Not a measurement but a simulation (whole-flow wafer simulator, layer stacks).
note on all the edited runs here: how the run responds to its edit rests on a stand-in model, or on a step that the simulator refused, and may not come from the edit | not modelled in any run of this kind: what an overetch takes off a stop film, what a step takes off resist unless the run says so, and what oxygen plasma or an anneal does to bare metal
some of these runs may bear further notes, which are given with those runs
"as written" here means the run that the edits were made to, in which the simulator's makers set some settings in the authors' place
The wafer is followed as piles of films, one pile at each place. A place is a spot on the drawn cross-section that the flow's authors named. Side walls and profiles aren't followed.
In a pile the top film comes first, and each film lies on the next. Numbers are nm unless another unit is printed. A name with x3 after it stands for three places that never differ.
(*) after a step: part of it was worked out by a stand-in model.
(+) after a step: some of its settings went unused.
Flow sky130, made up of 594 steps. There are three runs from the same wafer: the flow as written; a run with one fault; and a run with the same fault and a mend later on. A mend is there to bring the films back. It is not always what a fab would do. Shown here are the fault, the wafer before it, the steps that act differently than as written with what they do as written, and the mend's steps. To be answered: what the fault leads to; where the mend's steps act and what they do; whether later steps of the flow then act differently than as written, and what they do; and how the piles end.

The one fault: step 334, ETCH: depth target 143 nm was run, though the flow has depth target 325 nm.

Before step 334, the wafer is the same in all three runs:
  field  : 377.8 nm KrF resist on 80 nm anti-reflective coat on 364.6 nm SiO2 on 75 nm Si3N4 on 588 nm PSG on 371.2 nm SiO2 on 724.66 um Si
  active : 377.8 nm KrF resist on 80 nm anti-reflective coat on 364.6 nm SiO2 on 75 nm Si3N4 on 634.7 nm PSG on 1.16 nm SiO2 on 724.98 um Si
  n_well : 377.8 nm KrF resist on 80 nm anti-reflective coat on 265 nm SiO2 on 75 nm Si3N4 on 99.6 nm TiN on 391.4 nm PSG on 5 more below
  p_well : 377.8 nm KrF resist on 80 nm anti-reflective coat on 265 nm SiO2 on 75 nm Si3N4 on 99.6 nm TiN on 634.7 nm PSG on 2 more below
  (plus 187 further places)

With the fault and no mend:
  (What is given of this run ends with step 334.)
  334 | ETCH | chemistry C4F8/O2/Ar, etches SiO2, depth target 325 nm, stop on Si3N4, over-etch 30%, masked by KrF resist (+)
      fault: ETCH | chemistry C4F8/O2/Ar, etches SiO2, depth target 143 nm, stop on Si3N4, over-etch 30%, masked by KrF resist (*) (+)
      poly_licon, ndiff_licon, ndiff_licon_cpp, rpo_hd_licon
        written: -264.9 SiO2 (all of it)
        fault: -143 SiO2
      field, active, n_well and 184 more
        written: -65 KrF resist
        fault: -28.6 KrF resist
  After step 334, at field, active, n_well and 188 more, the piles differ from the flow's by more than 2% or 0.5 nm, whichever is larger.
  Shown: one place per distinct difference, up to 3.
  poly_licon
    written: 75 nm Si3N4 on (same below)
    fault: 121.9 nm SiO2 on 75 nm Si3N4 on (same below)
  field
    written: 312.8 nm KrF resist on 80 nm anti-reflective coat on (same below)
    fault: 349.2 nm KrF resist on 80 nm anti-reflective coat on (same below)

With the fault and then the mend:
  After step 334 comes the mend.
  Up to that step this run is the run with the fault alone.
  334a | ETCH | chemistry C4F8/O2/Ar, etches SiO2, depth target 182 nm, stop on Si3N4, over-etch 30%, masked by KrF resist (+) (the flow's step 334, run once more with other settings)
      field, active, n_well and 184 more
        -36.4 KrF resist
      poly_licon, ndiff_licon, ndiff_licon_cpp, rpo_hd_licon
        -121.9 SiO2 (all of it)
  Later steps of the flow that are run all act as written at every place that is followed.
  By the end, the piles equal the flow's at every place that both follow.
